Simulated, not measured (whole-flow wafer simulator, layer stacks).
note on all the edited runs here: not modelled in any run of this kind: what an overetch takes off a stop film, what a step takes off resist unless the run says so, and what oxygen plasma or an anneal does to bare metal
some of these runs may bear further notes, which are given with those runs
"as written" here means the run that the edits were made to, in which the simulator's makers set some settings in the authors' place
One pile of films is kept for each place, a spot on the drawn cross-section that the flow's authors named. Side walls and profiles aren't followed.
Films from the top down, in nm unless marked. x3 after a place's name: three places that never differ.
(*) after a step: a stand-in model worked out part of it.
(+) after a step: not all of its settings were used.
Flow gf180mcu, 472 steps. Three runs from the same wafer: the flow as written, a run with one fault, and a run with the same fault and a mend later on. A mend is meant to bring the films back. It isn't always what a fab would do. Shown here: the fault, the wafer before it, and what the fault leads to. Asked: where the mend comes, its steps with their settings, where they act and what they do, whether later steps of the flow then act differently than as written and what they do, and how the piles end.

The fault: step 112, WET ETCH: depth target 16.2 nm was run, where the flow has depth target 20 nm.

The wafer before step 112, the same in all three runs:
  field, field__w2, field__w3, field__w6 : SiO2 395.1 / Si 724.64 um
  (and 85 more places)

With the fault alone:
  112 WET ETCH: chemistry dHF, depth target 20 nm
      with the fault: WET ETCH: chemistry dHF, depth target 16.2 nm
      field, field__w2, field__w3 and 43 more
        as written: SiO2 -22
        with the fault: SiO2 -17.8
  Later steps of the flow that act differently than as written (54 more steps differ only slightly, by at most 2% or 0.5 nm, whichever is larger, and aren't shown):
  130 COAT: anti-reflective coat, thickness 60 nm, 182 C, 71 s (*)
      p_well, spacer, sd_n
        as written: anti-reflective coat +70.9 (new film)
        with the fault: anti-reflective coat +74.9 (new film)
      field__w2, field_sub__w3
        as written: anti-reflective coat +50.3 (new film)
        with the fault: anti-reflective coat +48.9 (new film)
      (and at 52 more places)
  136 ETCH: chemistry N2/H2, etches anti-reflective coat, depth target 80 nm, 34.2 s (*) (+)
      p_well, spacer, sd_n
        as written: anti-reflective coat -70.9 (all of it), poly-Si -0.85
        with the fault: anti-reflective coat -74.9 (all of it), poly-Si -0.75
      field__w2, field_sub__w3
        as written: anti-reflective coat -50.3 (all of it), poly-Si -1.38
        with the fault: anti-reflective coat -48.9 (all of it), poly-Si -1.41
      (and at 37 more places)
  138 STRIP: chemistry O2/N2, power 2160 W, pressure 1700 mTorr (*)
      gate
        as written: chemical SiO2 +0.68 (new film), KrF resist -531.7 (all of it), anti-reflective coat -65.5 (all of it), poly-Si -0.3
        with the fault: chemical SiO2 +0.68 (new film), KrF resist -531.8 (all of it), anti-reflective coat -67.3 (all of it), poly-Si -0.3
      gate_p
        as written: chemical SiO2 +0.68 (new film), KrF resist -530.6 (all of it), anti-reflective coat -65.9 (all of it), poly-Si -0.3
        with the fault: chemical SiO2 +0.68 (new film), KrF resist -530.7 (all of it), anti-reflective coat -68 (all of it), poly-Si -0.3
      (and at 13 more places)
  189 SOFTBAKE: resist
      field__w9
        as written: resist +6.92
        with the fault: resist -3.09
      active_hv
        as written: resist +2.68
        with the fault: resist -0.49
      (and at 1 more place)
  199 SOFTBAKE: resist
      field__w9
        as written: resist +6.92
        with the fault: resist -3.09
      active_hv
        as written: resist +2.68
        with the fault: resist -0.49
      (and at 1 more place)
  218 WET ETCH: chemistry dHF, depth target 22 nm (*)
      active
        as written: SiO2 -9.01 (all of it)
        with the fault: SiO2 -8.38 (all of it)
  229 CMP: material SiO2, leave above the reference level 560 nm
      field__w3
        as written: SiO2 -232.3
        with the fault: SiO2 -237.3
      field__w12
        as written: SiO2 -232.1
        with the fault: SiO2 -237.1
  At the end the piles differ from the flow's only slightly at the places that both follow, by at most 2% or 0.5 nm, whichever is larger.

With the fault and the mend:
  The mend comes after step 112.
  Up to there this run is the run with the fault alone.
  112a WET ETCH: chemistry dHF, depth target 3.8 nm (the flow's step 112 once more, with other settings)
      field, field__w2, field__w3 and 43 more
        SiO2 -3.8
  Later steps of the flow that act differently than as written (56 more steps differ only slightly, by at most 2% or 0.5 nm, whichever is larger, and aren't shown):
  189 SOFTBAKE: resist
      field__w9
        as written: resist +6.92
        with the mend: resist -3.06
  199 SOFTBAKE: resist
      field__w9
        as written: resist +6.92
        with the mend: resist -3.06
  At the end the piles differ from the flow's only slightly at the places that both follow, by at most 2% or 0.5 nm, whichever is larger.
